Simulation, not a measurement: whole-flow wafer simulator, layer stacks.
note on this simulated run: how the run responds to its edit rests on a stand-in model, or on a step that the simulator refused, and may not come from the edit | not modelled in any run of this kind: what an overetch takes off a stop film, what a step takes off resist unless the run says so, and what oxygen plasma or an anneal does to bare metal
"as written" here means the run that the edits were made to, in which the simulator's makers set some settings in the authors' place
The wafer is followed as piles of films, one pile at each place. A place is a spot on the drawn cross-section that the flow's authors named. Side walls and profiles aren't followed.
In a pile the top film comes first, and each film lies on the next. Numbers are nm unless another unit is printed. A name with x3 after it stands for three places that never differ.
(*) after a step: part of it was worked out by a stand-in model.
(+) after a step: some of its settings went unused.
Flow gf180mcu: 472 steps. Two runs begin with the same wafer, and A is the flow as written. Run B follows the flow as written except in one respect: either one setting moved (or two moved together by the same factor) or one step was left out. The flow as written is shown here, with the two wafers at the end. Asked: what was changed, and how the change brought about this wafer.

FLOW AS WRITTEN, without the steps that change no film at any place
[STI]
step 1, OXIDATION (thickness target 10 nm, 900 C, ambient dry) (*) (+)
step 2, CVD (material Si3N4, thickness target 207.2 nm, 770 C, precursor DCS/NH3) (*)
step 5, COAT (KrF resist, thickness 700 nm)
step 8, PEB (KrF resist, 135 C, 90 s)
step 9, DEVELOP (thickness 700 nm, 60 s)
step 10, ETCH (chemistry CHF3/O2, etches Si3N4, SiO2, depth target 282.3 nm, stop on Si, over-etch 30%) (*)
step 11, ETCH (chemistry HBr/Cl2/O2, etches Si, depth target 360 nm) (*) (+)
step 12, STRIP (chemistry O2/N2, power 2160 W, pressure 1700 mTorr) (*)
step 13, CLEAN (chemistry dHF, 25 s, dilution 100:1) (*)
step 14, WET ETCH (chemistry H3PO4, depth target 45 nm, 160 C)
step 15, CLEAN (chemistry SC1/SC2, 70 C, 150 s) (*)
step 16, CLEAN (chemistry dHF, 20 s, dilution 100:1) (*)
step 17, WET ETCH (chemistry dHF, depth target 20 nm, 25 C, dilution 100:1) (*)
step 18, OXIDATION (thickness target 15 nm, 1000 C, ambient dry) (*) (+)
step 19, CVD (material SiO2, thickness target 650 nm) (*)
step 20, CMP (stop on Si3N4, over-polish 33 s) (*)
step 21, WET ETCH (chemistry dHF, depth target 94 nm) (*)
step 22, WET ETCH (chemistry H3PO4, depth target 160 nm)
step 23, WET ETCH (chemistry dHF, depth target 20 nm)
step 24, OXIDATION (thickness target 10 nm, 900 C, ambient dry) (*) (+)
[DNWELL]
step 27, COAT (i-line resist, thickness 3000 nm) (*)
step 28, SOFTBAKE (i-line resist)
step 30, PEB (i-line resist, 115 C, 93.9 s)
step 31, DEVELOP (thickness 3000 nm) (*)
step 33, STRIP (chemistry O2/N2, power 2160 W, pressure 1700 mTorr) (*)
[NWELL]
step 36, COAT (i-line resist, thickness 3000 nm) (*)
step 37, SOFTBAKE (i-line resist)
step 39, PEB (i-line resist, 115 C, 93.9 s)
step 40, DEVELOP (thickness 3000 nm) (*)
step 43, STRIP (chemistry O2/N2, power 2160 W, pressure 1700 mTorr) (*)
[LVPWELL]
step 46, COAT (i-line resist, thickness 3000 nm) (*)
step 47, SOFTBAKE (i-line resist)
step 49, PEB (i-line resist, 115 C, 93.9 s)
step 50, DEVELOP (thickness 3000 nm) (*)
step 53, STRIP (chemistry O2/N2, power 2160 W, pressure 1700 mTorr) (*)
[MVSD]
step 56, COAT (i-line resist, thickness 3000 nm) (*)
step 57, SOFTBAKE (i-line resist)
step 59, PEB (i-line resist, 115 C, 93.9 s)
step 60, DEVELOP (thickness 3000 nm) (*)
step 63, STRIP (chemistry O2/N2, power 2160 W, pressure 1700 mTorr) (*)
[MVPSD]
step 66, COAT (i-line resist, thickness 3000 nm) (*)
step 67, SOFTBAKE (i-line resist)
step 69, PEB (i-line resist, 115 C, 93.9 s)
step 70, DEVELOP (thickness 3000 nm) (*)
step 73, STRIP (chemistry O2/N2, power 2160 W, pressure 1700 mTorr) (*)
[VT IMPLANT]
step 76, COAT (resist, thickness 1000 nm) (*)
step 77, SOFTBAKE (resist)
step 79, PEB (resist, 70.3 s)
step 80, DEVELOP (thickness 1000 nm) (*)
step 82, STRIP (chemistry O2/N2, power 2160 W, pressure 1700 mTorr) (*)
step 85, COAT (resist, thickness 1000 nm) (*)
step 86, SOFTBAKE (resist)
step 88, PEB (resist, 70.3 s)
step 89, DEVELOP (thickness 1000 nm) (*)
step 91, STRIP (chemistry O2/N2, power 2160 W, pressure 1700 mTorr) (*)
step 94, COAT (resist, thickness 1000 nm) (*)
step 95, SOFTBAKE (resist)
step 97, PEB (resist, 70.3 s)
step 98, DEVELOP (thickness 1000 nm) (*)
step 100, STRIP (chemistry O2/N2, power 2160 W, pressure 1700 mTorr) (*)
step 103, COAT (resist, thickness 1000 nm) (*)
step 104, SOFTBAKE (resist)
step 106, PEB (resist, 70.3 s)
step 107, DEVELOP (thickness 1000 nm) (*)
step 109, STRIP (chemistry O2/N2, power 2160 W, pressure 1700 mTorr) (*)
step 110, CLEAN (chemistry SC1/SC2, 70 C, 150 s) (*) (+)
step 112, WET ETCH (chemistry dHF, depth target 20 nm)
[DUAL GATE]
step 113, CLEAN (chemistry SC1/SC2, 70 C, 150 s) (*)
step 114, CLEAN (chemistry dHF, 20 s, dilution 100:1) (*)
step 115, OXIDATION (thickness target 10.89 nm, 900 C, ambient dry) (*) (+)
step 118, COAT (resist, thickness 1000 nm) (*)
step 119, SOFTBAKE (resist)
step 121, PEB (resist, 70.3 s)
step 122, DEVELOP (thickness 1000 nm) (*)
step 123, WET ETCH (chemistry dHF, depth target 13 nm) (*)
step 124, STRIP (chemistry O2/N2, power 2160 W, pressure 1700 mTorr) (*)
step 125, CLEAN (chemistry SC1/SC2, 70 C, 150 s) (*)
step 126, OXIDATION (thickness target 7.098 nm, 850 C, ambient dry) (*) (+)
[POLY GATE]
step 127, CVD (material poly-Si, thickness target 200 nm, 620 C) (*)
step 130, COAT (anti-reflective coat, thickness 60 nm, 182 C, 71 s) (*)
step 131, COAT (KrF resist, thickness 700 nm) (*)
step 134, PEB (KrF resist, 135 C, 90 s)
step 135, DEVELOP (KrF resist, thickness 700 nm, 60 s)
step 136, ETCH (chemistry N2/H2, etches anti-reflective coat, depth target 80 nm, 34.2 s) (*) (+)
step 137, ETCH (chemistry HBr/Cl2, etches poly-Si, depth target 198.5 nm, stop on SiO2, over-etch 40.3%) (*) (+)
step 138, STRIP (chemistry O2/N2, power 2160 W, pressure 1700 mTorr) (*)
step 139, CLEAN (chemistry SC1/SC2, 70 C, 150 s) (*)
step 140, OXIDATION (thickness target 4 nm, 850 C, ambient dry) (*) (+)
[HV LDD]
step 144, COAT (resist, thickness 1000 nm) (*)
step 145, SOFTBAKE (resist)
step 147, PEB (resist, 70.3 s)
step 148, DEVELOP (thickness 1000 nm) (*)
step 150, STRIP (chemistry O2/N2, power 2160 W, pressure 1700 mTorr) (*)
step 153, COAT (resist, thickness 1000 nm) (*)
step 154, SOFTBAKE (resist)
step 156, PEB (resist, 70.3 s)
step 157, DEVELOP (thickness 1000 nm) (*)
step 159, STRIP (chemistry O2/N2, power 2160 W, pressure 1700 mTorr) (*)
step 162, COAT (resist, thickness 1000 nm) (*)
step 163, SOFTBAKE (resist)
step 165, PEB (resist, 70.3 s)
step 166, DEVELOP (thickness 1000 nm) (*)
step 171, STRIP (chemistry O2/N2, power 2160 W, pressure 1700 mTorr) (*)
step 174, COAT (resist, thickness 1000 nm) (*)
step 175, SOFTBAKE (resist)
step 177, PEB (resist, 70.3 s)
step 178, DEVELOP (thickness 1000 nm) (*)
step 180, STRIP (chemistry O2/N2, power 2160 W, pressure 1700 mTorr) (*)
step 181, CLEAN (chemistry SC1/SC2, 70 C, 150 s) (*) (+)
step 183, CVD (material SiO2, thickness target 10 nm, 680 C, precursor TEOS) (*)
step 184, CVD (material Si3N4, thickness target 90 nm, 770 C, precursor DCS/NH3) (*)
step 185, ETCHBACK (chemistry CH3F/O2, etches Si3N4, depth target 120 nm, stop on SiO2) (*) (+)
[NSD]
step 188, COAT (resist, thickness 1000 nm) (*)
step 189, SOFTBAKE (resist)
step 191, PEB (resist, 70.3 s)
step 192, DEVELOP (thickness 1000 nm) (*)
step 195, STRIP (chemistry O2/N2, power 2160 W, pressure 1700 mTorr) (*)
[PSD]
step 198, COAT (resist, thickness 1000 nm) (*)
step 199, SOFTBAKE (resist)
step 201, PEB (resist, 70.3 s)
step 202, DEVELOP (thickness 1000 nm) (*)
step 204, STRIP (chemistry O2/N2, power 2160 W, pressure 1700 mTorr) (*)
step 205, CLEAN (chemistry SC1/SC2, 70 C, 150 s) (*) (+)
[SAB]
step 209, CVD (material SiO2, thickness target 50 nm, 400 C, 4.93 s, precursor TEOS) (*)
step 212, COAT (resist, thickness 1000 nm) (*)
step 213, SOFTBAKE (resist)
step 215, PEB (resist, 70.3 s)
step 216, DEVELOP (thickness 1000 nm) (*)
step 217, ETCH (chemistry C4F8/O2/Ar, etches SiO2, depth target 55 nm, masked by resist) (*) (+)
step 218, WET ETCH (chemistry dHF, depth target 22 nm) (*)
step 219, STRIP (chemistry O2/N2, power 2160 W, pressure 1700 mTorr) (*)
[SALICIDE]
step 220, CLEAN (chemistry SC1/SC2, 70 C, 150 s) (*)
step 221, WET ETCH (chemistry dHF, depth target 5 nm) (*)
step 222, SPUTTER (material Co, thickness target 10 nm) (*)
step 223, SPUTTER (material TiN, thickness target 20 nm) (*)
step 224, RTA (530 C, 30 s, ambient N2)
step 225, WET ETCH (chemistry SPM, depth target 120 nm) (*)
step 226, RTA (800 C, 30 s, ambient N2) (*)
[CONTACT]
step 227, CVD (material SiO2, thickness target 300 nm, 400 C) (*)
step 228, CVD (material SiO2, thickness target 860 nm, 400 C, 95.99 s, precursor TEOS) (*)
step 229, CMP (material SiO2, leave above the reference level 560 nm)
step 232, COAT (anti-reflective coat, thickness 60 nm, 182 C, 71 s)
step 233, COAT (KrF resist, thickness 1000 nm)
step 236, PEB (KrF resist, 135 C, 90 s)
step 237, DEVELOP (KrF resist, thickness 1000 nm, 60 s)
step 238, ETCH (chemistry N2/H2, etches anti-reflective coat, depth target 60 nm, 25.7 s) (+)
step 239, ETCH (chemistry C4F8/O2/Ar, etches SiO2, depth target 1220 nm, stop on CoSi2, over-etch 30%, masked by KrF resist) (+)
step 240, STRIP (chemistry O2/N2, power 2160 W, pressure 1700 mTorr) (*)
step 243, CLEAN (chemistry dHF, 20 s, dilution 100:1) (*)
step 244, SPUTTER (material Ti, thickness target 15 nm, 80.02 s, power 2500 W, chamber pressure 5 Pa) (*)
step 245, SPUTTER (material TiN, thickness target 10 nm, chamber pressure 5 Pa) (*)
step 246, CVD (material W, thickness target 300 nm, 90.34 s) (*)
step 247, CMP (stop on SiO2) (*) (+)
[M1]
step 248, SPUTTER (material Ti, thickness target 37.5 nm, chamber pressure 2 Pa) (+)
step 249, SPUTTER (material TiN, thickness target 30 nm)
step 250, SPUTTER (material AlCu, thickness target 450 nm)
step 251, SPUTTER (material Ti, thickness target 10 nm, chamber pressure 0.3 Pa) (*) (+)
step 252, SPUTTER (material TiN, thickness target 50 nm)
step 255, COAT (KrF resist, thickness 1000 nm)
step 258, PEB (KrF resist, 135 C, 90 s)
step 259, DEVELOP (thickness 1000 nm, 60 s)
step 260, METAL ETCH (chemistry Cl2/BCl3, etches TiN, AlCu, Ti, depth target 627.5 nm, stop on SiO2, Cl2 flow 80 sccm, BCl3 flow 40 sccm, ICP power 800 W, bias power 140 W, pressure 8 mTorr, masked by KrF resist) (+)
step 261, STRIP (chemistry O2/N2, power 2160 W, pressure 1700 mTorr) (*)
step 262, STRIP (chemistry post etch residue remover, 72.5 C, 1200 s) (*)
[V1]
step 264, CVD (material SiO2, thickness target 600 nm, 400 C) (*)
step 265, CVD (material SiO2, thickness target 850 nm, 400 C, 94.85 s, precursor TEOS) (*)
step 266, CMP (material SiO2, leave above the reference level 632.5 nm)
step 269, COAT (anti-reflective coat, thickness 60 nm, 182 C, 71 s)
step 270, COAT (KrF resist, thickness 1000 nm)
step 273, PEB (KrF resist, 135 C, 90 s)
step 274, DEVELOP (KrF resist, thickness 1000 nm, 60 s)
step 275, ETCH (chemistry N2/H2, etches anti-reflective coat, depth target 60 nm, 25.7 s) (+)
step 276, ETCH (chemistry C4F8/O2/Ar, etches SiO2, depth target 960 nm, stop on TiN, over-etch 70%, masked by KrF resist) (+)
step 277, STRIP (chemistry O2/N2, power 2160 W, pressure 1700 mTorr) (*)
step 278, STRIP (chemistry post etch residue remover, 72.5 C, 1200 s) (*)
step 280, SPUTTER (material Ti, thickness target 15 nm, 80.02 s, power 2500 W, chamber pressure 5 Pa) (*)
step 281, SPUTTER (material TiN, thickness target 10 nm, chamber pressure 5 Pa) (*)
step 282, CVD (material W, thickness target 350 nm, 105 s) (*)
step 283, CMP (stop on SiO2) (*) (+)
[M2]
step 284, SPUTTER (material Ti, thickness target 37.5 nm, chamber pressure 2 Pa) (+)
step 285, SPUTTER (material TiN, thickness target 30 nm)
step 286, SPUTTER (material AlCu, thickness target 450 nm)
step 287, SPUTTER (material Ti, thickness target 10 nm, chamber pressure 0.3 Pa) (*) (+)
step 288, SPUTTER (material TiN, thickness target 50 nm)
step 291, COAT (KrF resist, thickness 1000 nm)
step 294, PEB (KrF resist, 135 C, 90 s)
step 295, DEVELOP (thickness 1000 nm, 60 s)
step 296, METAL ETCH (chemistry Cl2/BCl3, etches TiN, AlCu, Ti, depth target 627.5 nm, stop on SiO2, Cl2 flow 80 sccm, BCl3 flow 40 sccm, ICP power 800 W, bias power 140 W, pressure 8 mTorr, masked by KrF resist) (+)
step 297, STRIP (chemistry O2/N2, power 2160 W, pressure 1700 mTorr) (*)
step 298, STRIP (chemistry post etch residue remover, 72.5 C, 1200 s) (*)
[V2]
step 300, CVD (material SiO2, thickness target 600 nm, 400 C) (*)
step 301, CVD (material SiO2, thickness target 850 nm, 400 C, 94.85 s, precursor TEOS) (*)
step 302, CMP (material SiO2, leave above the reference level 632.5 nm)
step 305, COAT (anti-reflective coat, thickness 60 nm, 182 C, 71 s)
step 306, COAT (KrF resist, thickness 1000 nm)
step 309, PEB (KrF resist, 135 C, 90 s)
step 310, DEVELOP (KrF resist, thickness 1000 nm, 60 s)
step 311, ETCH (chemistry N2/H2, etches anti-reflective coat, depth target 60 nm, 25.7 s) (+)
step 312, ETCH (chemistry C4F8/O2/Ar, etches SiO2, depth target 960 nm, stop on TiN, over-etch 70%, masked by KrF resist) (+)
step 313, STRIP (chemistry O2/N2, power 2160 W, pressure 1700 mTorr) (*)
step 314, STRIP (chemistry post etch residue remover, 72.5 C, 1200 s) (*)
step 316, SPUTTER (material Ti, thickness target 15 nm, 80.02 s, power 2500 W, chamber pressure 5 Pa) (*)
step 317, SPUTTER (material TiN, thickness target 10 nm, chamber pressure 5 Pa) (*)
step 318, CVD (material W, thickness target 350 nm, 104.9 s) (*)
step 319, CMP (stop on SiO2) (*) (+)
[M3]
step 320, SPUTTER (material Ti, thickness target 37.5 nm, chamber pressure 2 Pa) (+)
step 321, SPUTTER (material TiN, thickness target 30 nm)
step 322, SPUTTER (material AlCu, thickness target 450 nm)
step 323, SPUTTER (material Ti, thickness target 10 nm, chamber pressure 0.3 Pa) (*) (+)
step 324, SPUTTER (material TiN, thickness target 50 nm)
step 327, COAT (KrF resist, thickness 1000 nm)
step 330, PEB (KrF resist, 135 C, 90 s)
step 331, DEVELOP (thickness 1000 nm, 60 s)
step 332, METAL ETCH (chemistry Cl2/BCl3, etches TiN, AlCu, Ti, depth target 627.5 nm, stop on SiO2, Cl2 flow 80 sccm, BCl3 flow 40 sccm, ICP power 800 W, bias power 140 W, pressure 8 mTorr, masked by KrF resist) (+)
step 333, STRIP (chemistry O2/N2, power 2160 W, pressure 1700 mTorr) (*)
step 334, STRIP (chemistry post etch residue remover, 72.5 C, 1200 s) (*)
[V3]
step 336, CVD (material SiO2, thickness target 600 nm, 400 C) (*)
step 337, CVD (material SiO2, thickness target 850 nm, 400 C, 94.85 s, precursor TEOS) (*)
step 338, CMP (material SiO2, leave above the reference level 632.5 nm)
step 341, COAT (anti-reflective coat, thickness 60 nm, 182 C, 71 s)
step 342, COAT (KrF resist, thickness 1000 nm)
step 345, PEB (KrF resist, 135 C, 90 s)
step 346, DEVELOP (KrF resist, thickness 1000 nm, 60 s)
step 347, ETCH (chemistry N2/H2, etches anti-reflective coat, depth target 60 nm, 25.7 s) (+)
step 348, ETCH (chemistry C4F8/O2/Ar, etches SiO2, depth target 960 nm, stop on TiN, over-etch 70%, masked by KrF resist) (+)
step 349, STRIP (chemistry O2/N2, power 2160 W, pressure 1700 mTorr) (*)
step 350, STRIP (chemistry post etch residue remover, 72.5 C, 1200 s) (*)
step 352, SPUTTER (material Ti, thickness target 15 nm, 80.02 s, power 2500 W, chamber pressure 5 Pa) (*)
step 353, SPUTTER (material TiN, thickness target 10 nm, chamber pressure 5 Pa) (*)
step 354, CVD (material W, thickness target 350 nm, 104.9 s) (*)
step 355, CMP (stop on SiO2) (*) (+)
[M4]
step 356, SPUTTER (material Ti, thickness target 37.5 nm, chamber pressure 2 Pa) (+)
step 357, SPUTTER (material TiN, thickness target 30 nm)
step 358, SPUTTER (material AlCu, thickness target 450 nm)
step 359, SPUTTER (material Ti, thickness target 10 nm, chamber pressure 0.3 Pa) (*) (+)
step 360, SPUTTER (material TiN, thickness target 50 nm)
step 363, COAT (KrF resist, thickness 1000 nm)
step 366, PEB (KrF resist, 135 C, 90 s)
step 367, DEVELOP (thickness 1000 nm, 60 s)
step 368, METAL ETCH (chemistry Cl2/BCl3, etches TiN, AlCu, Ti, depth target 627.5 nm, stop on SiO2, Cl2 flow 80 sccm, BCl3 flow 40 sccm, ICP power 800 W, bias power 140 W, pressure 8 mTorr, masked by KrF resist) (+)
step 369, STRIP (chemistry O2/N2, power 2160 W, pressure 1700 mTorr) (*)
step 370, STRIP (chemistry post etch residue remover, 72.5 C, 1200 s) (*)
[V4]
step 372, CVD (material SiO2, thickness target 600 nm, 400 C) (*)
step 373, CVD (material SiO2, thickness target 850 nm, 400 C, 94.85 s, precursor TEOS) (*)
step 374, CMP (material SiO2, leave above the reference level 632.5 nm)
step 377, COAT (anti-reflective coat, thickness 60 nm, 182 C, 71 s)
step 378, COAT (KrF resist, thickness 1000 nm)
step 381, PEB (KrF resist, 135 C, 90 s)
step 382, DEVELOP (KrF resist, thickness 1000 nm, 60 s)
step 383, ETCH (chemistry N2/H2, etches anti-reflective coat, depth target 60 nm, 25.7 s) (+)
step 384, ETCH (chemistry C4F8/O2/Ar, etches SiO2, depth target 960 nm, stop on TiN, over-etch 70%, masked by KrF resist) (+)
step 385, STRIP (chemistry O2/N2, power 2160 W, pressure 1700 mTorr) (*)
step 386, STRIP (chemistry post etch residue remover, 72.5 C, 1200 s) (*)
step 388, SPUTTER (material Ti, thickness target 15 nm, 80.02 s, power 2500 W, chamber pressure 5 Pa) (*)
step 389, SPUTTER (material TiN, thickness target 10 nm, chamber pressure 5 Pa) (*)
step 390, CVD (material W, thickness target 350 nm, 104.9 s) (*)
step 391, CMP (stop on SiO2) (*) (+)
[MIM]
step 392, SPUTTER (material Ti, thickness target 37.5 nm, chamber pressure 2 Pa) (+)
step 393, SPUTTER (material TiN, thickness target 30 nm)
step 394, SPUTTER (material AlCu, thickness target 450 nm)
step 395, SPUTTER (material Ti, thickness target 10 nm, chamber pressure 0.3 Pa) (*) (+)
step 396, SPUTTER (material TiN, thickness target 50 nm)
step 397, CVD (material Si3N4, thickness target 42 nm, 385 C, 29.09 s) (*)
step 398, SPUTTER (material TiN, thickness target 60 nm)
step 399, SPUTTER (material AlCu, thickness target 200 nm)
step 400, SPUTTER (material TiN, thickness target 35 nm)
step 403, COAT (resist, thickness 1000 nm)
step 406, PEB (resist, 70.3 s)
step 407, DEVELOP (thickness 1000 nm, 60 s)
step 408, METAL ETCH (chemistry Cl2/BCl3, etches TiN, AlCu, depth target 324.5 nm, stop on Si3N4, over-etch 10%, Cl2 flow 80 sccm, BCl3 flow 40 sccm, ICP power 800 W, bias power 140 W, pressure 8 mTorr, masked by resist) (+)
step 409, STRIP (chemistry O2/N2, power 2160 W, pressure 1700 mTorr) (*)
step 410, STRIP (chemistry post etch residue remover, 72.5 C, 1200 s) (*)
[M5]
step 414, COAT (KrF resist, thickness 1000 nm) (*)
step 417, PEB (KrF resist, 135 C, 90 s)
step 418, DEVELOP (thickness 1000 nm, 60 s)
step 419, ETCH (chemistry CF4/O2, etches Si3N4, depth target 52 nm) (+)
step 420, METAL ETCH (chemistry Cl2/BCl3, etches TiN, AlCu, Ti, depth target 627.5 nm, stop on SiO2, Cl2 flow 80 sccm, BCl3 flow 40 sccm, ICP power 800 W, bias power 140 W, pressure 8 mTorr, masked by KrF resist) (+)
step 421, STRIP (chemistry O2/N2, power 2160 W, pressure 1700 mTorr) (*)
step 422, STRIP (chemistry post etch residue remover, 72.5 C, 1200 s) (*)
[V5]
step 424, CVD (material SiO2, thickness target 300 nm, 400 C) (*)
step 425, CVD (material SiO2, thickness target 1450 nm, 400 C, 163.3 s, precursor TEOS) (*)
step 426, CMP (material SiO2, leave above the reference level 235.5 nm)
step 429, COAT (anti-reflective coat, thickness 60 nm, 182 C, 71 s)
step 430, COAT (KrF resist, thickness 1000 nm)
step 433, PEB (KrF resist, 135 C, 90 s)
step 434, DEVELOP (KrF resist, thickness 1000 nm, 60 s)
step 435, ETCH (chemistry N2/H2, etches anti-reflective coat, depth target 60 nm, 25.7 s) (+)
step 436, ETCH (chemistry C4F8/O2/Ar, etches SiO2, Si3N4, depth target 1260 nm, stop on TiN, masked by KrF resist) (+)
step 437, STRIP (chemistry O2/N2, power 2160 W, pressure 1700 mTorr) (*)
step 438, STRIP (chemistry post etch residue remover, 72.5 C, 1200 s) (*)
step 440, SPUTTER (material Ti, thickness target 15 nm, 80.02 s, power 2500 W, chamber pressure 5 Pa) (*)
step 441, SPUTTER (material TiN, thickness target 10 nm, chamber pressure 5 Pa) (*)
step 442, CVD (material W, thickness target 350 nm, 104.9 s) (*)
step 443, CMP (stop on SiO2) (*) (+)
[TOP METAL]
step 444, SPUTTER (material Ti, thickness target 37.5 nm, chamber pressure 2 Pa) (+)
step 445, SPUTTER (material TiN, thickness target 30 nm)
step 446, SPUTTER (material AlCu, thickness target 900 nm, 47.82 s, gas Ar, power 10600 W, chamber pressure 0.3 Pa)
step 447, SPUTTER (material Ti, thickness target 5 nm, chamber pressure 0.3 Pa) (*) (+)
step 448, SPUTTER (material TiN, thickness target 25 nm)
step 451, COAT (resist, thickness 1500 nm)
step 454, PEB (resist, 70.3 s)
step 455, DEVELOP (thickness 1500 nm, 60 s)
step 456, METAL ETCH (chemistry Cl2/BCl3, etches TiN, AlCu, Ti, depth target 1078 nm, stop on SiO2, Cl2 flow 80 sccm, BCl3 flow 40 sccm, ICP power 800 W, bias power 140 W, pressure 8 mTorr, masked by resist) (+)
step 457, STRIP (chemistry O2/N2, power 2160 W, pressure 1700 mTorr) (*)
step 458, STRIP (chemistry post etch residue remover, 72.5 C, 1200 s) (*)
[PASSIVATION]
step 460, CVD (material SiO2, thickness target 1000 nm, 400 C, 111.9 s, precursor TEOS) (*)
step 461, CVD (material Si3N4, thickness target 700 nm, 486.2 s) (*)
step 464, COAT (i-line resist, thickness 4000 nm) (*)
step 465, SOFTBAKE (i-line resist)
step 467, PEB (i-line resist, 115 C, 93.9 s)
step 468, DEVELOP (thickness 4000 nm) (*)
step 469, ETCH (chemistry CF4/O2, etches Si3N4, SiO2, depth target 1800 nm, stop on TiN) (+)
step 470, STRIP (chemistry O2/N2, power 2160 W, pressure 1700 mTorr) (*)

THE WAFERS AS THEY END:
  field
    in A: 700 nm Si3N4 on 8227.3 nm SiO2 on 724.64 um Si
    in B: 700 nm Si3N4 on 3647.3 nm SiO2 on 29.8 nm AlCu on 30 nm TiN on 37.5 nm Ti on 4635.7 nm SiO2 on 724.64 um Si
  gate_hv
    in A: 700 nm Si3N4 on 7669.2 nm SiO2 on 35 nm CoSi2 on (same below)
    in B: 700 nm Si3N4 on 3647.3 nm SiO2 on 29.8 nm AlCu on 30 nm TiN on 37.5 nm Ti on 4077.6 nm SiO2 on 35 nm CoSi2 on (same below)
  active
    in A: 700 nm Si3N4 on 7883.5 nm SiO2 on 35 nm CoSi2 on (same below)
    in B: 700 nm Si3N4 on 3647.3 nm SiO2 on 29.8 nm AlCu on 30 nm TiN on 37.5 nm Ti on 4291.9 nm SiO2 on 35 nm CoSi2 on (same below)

The reason: step 358, SPUTTER: thickness target 603 nm was run, whereas the flow has thickness target 450 nm.

Step by step, how the change led to this:
  step 358, SPUTTER (material AlCu, thickness target 450 nm)
      field, field__w1, field__w2 and 108 more: A AlCu gains 450 (new film) | B AlCu gains 603 (new film)
  step 368, METAL ETCH (chemistry Cl2/BCl3, etches TiN, AlCu, Ti, depth target 627.5 nm, stop on SiO2, Cl2 flow 80 sccm, BCl3 flow 40 sccm, ICP power 800 W, bias power 140 W, pressure 8 mTorr, masked by KrF resist) (+)
      field, field__w1, field__w2 and 103 more: A TiN loses 50 (all of it), Ti loses 10 (all of it), AlCu loses 450 (all of it), TiN loses 30 (all of it), Ti loses 37.5 (all of it) | B TiN loses 50 (all of it), Ti loses 10 (all of it), AlCu loses 567.5
  step 370, STRIP (chemistry post etch residue remover, 72.5 C, 1200 s) (*)
      field, field__w1, field__w2 and 103 more: A nothing | B AlCu loses 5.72
  step 372, CVD (material SiO2, thickness target 600 nm, 400 C) (*)
      field, field__w1, field__w2 and 103 more: A SiO2 gains 600 | B SiO2 gains 600 (new film)
  step 374, CMP (material SiO2, leave above the reference level 632.5 nm)
      field, field__w1, field__w2 and 103 more: A SiO2 loses 300 | B SiO2 loses 244.3
With metal films that touch counted as one body, field has 1 body; the flow as written gives 0 bodies.
With metal films that touch counted as one body, gate_hv has 2 bodies (between them, from the top down: SiO2 4077.6); the flow as written gives 1 body.
With metal films that touch counted as one body, active has 2 bodies (between them, from the top down: SiO2 4291.9); the flow as written gives 1 body.
